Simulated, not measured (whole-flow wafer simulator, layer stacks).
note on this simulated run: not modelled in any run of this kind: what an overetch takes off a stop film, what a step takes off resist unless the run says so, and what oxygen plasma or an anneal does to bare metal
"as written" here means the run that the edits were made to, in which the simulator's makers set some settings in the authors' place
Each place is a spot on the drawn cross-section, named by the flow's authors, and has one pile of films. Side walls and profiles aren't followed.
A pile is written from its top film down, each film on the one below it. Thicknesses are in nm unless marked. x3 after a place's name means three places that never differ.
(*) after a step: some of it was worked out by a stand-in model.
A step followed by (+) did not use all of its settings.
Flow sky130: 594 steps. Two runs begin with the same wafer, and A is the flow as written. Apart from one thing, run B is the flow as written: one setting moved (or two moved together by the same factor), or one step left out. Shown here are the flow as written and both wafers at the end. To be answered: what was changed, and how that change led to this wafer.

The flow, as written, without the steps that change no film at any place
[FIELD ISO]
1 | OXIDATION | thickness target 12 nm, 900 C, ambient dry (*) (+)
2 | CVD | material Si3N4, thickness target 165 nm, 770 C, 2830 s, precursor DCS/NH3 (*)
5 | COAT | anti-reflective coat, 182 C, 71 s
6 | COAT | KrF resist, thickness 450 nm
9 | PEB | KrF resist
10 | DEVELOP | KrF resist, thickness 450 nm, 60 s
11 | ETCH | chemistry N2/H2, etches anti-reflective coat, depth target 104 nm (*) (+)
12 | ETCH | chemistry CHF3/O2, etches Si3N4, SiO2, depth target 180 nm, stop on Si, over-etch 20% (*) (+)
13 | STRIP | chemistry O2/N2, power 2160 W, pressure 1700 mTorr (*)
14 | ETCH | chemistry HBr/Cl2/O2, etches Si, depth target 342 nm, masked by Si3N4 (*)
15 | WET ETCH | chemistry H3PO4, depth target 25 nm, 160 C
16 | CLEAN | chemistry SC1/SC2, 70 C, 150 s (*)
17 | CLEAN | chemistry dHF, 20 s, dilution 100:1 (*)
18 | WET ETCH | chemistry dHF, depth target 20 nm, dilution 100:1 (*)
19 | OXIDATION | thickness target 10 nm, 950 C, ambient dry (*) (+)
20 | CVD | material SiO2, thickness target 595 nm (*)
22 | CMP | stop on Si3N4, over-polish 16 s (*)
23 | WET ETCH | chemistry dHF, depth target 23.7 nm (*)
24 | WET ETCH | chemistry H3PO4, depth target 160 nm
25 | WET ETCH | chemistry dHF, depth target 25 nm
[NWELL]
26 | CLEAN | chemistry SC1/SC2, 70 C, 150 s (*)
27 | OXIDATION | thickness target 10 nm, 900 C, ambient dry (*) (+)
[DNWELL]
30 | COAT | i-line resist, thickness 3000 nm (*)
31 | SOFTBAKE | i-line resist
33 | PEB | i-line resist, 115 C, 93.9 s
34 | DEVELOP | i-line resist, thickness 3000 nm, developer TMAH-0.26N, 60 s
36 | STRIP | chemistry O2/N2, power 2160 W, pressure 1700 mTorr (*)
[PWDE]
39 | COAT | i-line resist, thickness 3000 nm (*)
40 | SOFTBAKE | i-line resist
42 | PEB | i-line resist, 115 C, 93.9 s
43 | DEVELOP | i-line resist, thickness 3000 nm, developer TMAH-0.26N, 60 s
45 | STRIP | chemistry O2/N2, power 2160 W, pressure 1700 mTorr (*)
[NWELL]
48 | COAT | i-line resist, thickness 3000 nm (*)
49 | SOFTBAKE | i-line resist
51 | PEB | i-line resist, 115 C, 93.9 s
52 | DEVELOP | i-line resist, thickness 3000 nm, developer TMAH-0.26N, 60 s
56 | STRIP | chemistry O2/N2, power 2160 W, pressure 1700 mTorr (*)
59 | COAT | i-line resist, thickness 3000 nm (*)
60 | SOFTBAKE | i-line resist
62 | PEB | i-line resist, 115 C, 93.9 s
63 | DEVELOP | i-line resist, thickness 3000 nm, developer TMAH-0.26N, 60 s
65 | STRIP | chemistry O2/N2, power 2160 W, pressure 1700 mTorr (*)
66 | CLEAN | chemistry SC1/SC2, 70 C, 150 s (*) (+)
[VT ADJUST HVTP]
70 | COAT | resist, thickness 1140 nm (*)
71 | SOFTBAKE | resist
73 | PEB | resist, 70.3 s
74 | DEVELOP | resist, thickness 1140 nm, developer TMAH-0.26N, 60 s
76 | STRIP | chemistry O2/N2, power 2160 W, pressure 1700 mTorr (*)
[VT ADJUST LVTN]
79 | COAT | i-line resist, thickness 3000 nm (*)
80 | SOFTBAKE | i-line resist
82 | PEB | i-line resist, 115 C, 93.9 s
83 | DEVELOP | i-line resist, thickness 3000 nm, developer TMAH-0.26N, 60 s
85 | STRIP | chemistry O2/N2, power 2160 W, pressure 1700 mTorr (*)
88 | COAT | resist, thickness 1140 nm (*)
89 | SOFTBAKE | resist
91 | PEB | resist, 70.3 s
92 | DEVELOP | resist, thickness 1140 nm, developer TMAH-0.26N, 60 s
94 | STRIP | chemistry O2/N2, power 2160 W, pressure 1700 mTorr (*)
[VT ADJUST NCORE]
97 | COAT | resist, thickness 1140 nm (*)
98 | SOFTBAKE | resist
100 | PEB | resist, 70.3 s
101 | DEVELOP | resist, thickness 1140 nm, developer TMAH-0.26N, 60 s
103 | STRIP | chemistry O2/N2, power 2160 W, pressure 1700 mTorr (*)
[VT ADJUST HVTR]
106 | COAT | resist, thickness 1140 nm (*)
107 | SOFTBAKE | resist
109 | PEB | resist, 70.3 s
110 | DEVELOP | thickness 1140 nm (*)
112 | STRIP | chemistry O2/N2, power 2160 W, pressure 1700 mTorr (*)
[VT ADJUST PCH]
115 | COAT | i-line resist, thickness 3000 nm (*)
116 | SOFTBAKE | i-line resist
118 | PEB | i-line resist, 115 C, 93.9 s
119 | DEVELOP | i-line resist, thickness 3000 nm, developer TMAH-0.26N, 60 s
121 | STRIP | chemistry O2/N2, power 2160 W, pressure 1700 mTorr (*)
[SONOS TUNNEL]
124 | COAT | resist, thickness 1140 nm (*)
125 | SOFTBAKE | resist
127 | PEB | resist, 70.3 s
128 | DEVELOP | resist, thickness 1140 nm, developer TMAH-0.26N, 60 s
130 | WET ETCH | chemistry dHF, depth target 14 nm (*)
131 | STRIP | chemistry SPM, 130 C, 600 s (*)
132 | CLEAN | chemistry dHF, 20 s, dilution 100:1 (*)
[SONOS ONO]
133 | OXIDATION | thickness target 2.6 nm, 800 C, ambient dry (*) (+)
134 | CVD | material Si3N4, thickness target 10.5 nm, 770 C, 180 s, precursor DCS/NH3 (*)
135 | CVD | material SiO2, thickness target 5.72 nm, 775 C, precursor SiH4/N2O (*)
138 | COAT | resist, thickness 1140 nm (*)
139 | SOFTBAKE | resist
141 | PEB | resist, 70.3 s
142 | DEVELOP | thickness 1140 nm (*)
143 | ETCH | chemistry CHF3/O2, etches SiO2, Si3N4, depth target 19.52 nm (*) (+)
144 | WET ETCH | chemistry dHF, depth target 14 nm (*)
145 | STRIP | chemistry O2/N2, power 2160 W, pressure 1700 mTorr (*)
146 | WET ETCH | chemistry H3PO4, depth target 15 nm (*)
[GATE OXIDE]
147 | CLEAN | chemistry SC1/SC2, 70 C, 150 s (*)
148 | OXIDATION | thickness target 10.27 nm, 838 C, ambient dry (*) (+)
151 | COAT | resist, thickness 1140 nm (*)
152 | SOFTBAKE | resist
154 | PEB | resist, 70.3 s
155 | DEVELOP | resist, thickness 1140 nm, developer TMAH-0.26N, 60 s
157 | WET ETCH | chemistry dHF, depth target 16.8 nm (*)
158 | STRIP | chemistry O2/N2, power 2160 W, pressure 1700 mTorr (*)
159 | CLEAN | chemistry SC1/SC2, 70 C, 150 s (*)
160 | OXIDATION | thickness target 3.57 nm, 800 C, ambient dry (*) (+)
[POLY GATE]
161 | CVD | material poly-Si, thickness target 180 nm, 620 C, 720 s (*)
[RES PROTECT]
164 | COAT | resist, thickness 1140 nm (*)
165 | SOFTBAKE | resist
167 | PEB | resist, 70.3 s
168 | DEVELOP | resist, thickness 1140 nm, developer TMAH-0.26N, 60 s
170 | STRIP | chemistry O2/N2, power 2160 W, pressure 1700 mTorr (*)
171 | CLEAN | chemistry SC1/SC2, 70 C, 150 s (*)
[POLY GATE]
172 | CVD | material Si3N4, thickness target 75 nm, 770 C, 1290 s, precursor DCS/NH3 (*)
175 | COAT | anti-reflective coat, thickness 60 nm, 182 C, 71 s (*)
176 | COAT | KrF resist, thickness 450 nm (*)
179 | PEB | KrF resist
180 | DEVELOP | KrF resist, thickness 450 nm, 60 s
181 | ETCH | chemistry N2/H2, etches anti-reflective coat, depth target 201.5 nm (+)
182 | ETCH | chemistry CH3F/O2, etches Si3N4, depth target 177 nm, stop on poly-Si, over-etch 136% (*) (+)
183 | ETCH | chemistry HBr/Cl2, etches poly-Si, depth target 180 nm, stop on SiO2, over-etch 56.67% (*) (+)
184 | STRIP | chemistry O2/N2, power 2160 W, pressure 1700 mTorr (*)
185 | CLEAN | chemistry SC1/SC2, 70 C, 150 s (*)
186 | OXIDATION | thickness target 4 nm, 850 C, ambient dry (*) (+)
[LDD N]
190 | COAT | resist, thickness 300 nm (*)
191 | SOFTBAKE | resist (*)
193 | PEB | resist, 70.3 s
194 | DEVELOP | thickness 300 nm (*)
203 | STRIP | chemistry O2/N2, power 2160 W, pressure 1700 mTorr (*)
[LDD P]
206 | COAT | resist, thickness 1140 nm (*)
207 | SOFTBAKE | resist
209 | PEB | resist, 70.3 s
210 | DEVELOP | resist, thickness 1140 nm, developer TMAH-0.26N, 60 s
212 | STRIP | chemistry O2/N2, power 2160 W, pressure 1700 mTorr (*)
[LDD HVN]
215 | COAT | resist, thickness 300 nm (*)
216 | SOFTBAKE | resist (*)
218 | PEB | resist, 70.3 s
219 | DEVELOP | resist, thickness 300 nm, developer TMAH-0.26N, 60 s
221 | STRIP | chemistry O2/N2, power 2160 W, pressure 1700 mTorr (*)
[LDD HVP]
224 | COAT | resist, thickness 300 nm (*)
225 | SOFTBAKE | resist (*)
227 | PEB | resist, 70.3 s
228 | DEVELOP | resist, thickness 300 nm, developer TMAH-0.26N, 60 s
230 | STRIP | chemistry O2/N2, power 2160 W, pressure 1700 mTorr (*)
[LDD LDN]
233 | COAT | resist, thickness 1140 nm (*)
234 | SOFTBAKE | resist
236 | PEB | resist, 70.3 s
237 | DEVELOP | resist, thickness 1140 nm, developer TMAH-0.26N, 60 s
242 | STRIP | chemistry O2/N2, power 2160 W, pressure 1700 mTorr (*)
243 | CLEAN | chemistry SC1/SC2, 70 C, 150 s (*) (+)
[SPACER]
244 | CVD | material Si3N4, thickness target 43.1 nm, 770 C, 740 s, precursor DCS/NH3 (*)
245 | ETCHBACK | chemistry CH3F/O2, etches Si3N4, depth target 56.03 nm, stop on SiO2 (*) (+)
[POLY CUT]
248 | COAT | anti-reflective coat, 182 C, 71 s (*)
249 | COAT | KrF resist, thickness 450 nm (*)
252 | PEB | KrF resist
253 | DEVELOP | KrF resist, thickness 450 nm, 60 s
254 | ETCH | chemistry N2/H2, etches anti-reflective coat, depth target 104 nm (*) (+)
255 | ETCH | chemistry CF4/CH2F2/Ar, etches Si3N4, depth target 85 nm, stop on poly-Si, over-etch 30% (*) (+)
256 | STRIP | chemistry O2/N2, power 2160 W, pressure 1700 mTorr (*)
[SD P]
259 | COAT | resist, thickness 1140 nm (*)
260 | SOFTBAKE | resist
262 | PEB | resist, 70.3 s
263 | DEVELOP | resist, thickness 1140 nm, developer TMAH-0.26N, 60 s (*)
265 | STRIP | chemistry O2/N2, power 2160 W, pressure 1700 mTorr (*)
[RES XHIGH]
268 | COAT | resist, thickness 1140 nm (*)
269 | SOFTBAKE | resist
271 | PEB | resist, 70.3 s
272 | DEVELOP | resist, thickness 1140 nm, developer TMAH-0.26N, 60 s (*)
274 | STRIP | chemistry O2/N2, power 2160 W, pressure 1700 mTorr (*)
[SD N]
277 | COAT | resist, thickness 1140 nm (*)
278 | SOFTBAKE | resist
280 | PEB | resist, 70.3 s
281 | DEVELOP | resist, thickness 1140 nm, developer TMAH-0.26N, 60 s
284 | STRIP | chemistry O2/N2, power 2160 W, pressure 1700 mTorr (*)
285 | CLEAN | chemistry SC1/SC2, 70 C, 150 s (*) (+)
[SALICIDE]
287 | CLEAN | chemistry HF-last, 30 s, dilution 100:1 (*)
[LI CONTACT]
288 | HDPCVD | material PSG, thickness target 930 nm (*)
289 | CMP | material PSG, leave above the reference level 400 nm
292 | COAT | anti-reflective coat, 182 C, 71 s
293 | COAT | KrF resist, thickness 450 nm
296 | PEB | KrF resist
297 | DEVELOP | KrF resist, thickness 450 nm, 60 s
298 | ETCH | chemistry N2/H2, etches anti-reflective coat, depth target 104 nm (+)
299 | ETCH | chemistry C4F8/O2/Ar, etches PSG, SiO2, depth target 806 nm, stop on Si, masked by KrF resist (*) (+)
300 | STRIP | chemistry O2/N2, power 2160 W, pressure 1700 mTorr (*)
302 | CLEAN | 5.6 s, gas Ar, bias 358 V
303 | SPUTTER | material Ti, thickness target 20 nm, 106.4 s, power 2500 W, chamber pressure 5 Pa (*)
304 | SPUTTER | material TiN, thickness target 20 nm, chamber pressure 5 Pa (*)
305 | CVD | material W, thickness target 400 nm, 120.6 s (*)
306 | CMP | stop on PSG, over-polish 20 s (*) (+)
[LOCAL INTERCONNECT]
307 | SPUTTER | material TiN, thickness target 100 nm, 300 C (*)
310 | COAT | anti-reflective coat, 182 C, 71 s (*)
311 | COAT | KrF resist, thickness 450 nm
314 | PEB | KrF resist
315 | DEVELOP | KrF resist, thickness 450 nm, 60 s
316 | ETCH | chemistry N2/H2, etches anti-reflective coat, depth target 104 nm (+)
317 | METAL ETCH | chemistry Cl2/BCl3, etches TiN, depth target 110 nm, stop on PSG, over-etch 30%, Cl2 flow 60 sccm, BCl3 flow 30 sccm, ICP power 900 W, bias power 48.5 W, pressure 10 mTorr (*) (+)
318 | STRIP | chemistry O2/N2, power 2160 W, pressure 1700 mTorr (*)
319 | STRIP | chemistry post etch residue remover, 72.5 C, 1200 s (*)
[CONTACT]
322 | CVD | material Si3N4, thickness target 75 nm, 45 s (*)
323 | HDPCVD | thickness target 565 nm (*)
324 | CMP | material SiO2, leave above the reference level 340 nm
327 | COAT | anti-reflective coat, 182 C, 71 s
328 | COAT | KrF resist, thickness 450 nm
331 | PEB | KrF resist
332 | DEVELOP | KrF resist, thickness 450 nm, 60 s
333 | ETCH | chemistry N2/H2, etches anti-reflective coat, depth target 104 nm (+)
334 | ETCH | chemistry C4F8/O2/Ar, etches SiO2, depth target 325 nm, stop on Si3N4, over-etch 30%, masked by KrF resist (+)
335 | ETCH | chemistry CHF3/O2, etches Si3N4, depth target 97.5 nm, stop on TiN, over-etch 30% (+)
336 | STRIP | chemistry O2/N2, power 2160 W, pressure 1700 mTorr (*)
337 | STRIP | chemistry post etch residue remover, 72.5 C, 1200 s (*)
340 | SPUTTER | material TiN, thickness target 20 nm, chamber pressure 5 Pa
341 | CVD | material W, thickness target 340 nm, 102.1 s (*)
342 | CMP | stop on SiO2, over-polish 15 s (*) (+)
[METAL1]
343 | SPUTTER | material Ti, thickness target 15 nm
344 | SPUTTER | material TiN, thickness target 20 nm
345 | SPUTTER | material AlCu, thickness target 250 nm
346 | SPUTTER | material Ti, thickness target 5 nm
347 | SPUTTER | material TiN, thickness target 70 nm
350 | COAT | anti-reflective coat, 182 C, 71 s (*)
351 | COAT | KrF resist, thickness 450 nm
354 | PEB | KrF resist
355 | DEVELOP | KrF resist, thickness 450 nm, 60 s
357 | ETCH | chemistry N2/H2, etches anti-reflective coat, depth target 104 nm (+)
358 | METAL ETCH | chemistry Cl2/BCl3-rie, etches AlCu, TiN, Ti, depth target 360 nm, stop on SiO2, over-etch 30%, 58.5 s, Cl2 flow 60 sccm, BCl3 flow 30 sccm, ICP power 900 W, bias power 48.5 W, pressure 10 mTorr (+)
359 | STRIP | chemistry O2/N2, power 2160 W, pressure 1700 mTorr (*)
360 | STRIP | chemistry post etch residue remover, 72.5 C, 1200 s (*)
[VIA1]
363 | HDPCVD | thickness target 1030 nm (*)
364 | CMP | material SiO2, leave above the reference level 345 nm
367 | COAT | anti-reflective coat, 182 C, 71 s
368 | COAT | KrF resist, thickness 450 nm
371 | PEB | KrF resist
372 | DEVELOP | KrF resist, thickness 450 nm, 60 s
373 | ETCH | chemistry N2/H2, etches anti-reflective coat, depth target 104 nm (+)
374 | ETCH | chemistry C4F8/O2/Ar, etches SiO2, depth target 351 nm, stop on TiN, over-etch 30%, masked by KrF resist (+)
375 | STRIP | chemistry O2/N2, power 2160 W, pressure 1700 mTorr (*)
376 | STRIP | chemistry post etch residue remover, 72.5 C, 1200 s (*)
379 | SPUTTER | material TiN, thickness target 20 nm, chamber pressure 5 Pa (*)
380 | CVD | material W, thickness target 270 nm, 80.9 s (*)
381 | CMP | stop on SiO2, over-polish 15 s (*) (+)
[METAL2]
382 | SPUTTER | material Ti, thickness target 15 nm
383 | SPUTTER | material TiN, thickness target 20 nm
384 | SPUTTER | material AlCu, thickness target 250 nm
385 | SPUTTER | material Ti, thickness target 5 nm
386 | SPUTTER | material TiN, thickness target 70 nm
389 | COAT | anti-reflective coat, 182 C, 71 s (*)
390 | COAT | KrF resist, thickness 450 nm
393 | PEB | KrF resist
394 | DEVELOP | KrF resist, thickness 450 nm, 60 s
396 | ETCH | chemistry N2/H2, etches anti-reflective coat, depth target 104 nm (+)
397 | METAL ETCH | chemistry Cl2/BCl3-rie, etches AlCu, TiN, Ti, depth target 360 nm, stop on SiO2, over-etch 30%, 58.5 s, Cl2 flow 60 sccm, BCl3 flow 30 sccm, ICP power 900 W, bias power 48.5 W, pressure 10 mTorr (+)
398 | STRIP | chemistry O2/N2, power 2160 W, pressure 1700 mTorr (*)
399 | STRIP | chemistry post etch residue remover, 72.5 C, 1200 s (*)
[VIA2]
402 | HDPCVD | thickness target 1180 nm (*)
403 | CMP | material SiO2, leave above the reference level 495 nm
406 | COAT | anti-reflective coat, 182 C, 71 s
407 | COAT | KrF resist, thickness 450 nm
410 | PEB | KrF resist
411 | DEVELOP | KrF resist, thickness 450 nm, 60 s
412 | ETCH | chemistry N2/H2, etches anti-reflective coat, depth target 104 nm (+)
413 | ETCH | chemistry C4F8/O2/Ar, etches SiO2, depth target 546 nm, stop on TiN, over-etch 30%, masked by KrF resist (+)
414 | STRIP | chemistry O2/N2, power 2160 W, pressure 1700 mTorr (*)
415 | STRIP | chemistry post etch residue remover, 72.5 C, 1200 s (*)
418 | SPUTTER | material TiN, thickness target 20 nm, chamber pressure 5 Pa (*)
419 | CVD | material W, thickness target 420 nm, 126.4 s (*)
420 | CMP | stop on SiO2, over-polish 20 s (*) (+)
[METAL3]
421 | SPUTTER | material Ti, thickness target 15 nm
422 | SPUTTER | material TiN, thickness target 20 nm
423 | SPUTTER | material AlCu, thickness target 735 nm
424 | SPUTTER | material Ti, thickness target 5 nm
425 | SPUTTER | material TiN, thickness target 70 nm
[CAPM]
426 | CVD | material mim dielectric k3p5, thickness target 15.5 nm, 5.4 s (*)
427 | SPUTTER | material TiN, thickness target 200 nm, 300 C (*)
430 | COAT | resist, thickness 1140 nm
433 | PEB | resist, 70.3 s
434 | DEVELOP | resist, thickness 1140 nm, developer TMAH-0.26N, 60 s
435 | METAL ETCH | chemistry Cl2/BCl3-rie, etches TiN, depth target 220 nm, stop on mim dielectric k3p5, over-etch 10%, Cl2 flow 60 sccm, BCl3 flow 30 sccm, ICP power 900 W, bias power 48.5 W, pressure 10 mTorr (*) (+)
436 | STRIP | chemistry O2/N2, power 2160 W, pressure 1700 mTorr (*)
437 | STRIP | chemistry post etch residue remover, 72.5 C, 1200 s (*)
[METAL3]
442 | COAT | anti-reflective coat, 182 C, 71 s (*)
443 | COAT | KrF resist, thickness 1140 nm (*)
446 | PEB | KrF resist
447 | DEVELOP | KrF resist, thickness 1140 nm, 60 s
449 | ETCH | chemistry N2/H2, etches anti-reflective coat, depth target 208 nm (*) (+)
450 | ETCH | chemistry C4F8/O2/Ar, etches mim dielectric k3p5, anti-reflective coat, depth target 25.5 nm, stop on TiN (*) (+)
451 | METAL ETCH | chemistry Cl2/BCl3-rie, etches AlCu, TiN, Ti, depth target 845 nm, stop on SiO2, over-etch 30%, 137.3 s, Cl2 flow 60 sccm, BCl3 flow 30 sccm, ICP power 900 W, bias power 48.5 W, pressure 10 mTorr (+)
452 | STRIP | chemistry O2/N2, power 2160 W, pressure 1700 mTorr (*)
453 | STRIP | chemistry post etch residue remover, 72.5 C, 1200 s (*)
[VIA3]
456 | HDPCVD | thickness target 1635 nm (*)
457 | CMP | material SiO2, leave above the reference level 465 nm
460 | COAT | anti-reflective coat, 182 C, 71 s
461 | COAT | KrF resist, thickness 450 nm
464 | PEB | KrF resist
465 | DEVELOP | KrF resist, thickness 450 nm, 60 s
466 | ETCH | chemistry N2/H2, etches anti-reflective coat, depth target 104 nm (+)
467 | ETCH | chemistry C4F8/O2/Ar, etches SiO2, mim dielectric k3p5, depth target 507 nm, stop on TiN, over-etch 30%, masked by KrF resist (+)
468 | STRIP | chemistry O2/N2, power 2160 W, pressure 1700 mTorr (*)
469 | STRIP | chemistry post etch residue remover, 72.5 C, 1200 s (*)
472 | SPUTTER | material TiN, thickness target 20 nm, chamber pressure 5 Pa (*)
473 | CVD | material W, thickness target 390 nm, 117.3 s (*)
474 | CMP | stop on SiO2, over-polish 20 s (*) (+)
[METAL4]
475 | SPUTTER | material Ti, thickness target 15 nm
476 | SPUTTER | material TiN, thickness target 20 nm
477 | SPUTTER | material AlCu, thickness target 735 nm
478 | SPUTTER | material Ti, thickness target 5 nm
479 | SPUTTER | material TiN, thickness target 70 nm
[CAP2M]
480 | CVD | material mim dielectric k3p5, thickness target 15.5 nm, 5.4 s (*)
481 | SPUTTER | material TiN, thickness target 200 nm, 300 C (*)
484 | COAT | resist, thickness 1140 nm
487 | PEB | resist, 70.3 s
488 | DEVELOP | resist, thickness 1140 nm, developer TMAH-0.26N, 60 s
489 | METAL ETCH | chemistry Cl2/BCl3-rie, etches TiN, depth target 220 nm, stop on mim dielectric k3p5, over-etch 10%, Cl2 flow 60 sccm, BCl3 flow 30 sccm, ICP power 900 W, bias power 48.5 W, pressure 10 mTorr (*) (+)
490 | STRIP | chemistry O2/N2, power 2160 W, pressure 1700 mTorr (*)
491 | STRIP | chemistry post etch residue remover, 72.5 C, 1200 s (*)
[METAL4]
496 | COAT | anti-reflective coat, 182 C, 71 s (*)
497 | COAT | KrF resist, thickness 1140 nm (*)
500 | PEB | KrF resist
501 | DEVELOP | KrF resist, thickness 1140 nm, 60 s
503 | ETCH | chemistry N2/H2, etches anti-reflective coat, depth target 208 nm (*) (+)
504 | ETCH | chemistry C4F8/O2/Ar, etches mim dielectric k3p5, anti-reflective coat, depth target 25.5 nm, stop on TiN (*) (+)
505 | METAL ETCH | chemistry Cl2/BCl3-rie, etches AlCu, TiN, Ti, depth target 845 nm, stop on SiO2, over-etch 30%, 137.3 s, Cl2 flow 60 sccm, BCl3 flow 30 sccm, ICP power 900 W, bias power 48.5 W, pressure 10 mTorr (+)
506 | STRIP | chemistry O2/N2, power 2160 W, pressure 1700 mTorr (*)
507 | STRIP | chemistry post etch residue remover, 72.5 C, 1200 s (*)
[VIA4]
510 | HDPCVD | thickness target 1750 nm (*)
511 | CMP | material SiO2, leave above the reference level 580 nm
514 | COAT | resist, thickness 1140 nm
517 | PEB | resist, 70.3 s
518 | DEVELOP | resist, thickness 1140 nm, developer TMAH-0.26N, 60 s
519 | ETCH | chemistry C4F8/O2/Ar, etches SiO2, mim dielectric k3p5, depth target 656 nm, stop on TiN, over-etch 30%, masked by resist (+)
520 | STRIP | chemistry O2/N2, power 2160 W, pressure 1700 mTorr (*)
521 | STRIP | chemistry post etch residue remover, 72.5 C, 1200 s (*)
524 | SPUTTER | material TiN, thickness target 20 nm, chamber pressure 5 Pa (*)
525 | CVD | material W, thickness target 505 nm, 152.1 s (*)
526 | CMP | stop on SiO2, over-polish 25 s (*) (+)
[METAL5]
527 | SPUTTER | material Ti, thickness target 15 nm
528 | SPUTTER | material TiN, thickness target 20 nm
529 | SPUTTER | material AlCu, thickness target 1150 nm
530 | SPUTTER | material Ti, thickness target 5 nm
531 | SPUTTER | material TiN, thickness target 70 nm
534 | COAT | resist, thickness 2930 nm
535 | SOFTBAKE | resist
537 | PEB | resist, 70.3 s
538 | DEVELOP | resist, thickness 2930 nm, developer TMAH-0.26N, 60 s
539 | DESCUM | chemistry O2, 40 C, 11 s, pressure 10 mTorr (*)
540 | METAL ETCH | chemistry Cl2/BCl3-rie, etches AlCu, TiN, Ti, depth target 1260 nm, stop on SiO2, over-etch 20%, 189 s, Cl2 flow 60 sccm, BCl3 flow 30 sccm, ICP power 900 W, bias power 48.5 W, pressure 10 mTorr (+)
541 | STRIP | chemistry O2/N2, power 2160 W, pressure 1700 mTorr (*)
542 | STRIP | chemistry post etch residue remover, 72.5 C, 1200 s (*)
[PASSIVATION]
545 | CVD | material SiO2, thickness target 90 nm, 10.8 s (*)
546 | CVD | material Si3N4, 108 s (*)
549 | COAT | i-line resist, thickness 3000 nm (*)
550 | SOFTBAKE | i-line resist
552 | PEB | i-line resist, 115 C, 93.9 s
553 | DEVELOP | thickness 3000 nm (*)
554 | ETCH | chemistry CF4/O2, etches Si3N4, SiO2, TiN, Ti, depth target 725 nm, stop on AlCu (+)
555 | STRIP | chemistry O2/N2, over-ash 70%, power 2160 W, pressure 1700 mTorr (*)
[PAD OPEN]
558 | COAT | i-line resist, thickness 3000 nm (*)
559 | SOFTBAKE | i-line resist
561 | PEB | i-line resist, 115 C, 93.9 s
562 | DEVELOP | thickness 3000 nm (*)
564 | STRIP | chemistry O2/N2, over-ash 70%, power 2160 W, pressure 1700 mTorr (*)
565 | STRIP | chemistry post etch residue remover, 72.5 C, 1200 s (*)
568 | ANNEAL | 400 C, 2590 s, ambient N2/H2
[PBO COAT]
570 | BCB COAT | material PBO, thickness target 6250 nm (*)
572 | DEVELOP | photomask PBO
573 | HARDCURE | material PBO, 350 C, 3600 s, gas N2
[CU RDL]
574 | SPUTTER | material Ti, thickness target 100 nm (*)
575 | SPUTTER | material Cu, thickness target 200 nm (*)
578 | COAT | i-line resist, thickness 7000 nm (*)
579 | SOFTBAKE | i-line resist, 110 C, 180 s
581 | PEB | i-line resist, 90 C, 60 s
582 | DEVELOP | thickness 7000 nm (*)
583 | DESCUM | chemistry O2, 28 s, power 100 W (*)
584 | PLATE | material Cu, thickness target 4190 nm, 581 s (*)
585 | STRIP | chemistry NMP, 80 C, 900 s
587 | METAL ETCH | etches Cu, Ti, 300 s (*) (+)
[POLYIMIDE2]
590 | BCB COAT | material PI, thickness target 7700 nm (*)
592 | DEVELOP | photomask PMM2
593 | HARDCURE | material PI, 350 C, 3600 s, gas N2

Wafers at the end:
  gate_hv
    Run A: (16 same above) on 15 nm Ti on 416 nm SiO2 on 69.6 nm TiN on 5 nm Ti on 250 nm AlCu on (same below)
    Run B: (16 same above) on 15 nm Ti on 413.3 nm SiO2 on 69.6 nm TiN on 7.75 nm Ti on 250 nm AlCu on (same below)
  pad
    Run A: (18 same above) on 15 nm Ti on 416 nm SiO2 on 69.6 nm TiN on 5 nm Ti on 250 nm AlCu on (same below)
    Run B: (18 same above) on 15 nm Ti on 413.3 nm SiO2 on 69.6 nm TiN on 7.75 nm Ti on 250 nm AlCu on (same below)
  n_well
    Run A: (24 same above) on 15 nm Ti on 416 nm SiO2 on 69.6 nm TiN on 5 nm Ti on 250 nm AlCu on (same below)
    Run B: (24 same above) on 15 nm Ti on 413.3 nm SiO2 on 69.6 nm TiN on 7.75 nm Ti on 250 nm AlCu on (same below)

What caused this: step 385, SPUTTER: thickness target 7.75 nm was run, while the flow as written has thickness target 5 nm.
One can read it off the wafer: gate_hv has Ti 7.75, and step 385 as written asks for 5 nm.

Step by step, how the change led to this:
  385 | SPUTTER | material Ti, thickness target 5 nm
      field, active, n_well and 188 more: A +5 Ti (new film) | B +7.75 Ti (new film)
  397 | METAL ETCH | chemistry Cl2/BCl3-rie, etches AlCu, TiN, Ti, depth target 360 nm, stop on SiO2, over-etch 30%, 58.5 s, Cl2 flow 60 sccm, BCl3 flow 30 sccm, ICP power 900 W, bias power 48.5 W, pressure 10 mTorr (+)
      field, active, gate and 82 more: A -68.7 TiN (all of it), -5 Ti (all of it), -250 AlCu (all of it), -20 TiN (all of it), -15 Ti (all of it), -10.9 SiO2 | B -68.7 TiN (all of it), -7.75 Ti (all of it), -250 AlCu (all of it), -20 TiN (all of it), -15 Ti (all of it), -10.7 SiO2
